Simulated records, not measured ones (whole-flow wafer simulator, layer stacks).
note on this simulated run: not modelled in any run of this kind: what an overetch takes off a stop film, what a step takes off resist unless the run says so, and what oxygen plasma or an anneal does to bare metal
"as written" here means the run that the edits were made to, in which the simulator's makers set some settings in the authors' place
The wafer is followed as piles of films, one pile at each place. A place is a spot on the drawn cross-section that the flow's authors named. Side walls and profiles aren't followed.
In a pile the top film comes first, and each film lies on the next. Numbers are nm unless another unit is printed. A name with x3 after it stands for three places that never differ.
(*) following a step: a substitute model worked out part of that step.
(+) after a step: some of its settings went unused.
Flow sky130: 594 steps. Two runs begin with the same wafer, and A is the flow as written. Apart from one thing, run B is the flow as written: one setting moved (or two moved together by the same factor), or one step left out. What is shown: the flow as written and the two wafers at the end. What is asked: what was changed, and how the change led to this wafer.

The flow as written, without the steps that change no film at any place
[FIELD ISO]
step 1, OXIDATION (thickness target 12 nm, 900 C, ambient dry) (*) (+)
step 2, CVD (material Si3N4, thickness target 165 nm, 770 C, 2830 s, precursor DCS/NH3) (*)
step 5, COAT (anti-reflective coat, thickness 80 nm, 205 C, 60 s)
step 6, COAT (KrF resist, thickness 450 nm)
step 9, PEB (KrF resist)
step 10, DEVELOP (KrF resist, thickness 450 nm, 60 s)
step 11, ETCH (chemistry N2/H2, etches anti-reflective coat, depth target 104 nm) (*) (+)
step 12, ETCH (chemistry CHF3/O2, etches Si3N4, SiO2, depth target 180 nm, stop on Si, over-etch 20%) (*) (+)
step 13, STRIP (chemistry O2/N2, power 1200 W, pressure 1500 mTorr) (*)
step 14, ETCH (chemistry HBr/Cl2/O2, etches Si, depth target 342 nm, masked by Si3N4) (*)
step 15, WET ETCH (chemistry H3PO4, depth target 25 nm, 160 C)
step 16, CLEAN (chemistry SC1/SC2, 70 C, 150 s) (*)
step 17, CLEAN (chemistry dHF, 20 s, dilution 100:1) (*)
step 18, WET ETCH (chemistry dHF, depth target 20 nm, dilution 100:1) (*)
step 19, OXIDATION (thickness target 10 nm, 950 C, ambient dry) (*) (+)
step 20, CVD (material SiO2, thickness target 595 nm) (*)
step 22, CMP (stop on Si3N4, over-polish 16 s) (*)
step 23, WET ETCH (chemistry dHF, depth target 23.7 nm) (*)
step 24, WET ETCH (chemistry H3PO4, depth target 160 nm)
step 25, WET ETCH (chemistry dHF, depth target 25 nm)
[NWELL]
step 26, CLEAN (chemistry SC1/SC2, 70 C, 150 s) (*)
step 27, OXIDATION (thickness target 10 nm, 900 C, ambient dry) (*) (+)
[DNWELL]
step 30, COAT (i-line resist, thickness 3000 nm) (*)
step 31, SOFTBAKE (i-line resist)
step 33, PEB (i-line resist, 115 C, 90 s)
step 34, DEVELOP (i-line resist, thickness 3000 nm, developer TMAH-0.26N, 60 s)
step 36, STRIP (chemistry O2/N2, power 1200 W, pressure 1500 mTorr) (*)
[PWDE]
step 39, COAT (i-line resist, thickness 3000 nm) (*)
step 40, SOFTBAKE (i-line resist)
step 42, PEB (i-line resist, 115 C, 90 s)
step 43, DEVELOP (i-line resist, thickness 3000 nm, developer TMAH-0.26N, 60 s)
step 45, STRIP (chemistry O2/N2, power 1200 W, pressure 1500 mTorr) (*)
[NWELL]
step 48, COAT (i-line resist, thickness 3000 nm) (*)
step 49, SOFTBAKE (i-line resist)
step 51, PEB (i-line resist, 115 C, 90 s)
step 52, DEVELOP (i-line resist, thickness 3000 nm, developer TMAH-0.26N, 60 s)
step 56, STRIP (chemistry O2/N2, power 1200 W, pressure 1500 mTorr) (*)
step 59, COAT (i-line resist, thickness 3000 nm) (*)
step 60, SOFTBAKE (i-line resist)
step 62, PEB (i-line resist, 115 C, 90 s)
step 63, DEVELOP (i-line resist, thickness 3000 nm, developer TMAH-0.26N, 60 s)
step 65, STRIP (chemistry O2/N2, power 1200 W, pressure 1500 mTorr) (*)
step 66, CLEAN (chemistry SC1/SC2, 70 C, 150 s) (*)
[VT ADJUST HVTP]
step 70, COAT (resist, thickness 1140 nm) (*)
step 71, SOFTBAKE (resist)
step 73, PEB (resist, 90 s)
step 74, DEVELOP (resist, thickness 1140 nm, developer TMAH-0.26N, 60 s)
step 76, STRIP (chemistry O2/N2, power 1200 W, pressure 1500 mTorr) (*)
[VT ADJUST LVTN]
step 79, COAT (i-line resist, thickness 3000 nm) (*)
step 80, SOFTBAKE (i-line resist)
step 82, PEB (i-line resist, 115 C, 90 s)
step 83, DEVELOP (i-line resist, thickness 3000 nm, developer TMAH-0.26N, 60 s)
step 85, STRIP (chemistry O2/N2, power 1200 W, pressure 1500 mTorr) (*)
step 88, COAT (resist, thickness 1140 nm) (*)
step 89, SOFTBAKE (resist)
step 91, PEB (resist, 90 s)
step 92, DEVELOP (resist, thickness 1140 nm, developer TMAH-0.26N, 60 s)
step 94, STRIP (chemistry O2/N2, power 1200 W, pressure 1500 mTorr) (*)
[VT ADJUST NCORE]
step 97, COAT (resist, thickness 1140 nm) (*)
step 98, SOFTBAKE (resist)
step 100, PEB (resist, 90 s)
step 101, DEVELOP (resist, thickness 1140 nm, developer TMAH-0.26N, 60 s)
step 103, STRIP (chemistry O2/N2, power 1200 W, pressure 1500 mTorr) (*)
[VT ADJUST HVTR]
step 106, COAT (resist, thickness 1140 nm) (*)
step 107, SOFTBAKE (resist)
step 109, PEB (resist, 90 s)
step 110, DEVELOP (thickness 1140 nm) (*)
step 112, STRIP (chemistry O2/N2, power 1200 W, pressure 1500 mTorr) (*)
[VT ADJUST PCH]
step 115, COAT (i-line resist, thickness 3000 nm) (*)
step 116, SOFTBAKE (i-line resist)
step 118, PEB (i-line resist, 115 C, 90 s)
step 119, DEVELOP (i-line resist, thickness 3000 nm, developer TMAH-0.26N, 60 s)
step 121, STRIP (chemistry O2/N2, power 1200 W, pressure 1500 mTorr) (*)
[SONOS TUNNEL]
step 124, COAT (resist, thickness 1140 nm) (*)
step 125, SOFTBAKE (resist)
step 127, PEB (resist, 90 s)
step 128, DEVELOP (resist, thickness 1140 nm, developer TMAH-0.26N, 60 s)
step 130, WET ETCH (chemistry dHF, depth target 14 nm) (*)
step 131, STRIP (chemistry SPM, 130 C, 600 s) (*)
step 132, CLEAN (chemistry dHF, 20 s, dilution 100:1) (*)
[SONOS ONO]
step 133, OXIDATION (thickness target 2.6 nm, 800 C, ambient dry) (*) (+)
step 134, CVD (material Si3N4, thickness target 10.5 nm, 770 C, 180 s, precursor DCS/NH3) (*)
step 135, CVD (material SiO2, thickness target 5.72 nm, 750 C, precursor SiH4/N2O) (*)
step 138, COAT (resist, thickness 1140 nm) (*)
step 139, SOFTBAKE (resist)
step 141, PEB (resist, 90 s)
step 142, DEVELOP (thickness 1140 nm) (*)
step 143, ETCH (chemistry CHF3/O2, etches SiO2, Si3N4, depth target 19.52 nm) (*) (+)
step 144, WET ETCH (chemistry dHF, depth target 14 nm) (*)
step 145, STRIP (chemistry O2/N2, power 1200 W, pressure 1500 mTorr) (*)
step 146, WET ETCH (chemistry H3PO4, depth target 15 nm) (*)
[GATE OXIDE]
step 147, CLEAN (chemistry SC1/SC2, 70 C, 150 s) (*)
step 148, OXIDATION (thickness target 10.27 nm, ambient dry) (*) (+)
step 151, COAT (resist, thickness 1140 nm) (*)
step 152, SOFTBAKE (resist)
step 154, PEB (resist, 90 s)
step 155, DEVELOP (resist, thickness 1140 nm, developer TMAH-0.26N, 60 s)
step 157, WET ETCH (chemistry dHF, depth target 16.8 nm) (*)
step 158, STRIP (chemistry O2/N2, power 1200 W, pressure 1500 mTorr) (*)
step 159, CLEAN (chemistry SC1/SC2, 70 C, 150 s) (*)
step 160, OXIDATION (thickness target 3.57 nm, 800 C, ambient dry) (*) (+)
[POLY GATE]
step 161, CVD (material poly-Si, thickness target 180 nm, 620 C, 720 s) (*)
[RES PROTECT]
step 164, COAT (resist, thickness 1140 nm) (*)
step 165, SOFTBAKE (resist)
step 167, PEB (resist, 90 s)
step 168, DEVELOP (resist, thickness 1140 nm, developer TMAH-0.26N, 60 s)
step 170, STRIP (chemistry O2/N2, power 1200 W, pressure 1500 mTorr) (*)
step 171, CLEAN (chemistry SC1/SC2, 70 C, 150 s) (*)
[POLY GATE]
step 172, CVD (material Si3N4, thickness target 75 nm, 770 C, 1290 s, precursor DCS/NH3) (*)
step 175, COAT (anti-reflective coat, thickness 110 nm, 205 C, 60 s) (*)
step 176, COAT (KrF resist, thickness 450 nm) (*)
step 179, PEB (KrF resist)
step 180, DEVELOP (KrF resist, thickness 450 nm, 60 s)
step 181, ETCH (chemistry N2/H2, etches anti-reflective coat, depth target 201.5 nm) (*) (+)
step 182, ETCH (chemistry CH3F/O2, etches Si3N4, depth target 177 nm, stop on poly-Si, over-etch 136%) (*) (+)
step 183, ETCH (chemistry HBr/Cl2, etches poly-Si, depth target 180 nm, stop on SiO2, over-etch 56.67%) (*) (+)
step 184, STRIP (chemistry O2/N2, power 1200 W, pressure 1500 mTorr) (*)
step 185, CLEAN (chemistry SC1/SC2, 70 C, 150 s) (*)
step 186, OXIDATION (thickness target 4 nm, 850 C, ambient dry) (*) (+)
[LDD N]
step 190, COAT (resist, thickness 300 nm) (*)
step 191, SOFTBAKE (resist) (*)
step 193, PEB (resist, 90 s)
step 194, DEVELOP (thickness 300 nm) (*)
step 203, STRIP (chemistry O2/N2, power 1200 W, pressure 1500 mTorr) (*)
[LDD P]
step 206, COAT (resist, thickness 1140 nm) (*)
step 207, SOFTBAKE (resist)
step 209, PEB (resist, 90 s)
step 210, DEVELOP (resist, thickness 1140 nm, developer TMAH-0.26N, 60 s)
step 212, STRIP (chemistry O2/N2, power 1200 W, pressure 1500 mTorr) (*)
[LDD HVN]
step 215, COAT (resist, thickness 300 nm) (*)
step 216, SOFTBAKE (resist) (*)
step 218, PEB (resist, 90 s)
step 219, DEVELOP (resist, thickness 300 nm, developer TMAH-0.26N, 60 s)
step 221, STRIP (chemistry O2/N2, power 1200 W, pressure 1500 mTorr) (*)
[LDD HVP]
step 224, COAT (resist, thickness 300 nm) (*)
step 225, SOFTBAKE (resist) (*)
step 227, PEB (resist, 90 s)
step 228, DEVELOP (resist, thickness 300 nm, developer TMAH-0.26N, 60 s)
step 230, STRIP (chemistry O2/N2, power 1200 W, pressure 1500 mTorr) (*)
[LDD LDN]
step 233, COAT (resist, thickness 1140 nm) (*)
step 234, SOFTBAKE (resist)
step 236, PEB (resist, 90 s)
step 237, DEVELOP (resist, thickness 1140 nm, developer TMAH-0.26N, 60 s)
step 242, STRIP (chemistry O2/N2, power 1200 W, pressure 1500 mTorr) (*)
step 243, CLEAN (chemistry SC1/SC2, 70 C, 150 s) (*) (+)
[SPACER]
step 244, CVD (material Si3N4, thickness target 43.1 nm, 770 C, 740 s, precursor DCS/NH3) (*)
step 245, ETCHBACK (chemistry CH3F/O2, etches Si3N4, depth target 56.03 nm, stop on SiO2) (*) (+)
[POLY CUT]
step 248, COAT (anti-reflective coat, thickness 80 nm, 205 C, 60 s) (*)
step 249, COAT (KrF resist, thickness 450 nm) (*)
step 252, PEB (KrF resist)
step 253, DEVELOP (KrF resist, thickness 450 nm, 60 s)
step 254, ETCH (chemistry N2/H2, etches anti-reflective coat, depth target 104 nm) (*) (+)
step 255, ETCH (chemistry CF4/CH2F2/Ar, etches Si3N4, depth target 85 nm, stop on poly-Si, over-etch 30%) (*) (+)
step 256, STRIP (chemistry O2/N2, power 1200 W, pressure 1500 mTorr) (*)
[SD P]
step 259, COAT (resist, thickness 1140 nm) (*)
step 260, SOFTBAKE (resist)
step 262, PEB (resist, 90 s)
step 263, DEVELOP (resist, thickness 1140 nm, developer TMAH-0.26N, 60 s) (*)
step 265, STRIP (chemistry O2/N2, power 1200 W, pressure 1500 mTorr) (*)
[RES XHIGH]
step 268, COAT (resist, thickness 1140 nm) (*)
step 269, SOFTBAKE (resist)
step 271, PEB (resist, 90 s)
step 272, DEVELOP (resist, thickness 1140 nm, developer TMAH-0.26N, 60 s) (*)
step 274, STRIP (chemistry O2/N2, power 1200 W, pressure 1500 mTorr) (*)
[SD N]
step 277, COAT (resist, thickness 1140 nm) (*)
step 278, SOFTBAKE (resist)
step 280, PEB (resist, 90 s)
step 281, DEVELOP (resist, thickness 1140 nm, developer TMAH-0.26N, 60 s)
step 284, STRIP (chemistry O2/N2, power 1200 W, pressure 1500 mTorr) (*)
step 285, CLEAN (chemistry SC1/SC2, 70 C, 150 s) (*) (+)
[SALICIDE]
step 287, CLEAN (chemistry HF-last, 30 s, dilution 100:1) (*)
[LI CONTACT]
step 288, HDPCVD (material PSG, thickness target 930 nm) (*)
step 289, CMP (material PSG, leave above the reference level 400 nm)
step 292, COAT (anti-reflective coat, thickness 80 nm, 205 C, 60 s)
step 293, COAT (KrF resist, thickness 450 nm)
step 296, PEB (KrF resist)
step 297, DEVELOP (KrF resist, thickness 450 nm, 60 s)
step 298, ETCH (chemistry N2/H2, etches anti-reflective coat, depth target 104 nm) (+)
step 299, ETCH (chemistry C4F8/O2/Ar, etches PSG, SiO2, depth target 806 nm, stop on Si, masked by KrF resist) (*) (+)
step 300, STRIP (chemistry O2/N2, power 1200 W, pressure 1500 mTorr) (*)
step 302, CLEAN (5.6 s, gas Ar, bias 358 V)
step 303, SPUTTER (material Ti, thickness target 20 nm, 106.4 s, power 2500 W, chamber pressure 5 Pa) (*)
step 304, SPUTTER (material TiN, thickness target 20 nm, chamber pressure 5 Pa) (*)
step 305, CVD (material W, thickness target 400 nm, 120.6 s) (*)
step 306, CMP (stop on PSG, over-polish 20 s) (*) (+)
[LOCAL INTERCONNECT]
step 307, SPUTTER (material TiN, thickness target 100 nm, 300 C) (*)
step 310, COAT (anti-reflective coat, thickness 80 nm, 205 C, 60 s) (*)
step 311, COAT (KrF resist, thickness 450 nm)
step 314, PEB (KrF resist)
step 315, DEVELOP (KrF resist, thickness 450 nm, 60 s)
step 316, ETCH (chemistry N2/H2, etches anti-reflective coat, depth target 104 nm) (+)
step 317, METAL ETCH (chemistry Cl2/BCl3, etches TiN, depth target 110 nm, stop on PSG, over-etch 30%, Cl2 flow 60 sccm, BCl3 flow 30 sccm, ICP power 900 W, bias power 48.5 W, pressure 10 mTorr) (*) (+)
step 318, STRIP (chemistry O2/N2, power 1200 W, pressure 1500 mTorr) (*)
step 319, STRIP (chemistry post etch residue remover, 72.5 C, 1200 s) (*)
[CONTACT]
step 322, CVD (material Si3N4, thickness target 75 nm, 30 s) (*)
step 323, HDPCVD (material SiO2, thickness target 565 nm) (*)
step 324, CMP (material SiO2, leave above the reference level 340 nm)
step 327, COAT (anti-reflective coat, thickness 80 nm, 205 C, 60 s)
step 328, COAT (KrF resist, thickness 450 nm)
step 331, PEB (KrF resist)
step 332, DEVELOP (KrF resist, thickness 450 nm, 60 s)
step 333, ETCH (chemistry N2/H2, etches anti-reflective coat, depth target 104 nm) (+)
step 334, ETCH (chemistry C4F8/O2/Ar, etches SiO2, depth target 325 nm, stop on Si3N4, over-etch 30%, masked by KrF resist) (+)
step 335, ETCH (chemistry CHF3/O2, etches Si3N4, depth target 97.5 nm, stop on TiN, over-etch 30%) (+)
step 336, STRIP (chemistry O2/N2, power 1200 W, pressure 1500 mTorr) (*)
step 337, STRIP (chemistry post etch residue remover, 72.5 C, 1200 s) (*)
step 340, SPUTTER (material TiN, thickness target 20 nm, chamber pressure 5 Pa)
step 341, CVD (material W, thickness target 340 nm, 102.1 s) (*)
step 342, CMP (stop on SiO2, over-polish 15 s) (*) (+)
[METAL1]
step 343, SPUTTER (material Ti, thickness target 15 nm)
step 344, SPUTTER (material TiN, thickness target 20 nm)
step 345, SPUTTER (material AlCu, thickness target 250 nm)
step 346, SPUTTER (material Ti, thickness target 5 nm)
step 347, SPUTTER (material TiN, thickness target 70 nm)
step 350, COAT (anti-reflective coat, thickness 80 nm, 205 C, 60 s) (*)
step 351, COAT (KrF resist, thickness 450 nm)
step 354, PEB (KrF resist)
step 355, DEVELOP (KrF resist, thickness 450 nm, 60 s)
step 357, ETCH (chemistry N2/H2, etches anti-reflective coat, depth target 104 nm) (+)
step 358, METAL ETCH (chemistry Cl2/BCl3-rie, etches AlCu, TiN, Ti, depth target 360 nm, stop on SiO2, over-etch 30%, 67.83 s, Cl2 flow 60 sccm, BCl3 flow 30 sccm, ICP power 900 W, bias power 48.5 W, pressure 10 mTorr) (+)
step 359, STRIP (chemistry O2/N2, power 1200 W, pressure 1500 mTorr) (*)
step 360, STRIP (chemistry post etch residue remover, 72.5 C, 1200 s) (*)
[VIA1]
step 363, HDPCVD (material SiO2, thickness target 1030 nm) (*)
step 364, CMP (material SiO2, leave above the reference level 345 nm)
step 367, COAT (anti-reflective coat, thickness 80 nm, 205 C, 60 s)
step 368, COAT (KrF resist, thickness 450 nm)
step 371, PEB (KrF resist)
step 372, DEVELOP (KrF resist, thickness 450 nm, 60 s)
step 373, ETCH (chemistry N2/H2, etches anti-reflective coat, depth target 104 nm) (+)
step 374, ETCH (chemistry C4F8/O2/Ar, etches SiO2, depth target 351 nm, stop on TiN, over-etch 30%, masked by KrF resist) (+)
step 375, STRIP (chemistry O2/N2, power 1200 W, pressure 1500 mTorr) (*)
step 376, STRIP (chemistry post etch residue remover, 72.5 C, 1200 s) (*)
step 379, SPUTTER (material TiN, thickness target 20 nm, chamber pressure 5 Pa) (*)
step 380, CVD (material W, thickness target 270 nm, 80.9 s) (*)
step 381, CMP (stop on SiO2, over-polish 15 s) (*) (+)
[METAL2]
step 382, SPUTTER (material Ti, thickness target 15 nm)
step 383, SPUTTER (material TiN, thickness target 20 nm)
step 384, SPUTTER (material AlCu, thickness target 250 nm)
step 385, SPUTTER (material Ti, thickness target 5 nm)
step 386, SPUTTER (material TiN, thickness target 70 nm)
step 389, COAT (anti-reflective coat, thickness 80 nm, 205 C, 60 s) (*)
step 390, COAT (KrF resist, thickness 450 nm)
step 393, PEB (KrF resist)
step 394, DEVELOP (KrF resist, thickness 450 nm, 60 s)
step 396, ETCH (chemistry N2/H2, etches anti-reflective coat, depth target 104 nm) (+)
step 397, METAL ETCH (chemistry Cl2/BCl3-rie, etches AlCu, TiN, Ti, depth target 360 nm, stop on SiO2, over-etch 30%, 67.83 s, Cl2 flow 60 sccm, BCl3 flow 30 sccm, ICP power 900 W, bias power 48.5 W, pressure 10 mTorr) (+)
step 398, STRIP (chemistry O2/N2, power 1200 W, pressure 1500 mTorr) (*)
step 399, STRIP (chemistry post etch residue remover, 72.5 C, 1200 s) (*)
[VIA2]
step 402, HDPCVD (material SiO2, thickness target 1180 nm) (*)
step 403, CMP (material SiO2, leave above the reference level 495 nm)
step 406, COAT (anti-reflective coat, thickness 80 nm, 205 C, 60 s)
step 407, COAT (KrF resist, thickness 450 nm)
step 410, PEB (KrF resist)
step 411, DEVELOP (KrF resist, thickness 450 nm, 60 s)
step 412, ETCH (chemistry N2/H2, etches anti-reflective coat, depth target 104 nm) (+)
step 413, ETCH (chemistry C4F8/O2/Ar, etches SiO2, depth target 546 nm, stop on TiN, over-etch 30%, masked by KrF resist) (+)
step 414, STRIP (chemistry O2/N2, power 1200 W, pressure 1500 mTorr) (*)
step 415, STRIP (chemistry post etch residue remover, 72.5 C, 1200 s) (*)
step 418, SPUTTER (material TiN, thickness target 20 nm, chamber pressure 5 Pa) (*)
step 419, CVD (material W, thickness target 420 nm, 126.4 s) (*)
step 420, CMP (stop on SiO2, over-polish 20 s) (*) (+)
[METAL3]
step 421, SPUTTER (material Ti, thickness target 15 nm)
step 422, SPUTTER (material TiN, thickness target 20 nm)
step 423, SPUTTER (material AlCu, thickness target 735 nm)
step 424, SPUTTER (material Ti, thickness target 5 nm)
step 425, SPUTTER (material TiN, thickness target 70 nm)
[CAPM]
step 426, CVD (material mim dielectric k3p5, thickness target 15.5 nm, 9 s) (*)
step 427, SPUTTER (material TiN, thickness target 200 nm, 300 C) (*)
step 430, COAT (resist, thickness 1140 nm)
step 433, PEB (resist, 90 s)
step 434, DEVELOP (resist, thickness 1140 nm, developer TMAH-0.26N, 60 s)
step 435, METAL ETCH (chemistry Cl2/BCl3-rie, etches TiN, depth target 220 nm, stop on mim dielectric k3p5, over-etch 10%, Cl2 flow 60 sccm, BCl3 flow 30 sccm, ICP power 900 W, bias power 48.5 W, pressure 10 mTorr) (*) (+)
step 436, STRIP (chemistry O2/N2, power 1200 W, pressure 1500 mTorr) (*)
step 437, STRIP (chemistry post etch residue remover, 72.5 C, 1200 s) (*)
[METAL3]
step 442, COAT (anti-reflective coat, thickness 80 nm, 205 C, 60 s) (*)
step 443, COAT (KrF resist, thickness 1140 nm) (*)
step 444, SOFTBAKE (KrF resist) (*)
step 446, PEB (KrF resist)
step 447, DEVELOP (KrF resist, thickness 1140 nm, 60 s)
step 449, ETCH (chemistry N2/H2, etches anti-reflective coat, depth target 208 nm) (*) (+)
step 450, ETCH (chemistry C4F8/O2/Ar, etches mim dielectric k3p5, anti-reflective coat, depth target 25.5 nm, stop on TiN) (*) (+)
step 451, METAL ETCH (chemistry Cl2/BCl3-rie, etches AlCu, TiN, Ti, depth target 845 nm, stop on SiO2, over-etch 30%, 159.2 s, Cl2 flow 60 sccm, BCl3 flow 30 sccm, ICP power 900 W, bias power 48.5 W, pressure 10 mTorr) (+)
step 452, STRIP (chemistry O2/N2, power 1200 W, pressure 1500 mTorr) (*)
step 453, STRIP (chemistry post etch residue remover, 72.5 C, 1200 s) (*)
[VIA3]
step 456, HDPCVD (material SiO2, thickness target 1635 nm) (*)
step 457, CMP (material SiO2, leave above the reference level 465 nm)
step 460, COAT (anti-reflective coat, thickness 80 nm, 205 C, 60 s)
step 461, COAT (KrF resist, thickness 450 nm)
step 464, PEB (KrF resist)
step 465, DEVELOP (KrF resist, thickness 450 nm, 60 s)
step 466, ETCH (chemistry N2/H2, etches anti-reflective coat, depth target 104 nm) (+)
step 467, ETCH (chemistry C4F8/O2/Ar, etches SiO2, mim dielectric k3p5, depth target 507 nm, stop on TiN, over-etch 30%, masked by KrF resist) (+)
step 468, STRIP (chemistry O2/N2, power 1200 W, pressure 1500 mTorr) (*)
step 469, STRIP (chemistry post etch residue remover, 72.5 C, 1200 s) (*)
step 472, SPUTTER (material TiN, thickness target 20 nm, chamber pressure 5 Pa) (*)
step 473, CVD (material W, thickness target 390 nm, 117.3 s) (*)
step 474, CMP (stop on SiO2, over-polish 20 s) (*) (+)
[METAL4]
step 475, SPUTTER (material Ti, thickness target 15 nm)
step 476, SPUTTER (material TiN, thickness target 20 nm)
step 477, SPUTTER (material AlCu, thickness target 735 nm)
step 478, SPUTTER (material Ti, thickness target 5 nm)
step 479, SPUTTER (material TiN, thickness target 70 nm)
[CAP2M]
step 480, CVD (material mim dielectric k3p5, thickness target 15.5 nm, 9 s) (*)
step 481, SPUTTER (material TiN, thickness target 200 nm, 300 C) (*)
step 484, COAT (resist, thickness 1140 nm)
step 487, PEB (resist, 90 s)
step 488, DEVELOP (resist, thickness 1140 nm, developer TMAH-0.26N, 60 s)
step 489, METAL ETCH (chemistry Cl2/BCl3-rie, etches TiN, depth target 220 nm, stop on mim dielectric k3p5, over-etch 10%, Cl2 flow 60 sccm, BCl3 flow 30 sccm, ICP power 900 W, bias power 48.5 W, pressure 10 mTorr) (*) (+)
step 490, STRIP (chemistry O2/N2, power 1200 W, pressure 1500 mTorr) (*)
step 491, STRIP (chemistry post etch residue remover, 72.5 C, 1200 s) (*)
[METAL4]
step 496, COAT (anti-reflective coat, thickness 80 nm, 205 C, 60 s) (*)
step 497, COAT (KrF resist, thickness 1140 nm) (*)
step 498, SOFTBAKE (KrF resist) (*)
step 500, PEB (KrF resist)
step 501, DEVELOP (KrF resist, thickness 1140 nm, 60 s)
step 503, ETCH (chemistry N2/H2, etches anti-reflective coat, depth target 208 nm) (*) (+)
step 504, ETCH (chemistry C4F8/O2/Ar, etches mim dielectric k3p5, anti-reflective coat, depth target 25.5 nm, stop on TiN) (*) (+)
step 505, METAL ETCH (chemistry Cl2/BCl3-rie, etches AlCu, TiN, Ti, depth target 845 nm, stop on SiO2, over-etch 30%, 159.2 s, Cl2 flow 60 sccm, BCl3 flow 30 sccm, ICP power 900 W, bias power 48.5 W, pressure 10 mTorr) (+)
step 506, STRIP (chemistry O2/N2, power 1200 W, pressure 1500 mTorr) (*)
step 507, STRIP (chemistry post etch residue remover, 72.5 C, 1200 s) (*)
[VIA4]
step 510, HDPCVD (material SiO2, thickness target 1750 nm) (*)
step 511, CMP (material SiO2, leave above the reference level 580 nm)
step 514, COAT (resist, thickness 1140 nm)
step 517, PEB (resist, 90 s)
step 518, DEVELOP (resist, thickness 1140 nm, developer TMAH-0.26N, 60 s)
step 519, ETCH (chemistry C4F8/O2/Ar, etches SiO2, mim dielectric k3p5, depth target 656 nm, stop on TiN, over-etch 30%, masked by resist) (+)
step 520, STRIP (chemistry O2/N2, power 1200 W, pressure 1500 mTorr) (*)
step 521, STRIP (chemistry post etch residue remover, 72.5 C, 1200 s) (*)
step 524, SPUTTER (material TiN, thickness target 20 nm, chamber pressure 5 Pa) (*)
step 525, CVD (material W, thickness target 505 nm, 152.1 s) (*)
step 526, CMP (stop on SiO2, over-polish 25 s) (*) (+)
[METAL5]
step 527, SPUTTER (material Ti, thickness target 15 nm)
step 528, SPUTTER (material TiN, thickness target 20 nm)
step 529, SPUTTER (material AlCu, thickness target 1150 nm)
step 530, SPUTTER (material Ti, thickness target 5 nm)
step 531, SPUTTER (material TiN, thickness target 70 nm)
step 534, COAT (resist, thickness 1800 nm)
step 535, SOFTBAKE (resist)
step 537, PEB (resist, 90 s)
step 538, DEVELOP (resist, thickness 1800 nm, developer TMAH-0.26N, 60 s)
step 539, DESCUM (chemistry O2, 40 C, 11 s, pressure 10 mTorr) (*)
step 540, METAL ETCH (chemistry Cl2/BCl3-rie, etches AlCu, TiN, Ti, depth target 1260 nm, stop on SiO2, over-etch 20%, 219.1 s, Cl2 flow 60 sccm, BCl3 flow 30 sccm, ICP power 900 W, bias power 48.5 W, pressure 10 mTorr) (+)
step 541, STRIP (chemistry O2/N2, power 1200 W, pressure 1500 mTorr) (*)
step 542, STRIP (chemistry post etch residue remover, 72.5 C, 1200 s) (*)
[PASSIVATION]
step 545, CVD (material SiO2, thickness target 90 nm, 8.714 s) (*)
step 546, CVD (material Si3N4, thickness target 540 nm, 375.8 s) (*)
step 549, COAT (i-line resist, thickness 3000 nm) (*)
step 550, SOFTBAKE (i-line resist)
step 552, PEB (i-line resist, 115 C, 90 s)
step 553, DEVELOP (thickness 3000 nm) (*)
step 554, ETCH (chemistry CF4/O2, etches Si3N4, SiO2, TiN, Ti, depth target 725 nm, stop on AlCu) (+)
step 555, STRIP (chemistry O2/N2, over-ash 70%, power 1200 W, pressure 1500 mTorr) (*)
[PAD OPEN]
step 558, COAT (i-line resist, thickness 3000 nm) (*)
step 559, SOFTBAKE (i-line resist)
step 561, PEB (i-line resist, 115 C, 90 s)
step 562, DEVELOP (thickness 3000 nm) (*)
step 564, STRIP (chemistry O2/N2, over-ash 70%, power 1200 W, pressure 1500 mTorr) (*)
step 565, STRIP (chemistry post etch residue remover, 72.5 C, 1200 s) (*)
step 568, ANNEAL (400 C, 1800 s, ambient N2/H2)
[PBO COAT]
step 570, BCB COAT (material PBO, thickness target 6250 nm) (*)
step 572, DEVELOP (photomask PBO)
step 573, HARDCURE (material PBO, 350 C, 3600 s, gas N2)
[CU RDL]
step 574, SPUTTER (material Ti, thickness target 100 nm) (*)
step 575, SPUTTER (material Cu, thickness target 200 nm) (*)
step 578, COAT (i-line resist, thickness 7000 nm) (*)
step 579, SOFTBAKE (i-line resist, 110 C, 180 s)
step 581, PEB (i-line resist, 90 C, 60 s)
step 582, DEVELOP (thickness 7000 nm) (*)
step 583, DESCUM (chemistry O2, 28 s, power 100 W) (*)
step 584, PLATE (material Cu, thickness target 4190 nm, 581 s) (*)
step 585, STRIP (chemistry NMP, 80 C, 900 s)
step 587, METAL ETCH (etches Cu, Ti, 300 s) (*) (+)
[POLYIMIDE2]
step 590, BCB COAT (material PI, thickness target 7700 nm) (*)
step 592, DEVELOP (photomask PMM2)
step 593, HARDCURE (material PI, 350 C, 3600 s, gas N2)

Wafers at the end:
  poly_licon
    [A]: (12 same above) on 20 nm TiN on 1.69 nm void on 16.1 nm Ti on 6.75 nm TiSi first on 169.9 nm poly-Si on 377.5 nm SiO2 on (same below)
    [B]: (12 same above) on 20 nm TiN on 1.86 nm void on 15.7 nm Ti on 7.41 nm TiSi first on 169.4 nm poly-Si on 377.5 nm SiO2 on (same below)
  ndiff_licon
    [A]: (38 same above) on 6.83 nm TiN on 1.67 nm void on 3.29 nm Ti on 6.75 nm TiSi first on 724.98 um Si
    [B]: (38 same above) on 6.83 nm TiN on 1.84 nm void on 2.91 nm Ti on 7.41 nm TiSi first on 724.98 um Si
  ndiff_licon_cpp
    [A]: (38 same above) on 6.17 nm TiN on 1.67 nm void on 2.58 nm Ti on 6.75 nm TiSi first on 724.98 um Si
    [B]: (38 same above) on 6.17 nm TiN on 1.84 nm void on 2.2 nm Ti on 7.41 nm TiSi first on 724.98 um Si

Cause: step 568, ANNEAL: 2498 s was run, whereas the flow has 1800 s.

The path from the change to this, step by step:
  step 568, ANNEAL (400 C, 1800 s, ambient N2/H2)
      poly_licon, rpo_hd_licon: A under 11 films: void gains 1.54 (new film), Ti loses 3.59, TiSi first gains 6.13 (new film), poly-Si loses 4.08 | B under 11 films: void gains 1.72 (new film), Ti loses 4.01, TiSi first gains 6.85 (new film), poly-Si loses 4.56
      ndiff_licon, ndiff_licon_cpp: A under 37 films: void gains 1.52 (new film), Ti loses 3.59, TiSi first gains 6.13 (new film), Si loses 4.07 | B under 37 films: void gains 1.7 (new film), Ti loses 4.01, TiSi first gains 6.85 (new film), Si loses 4.54
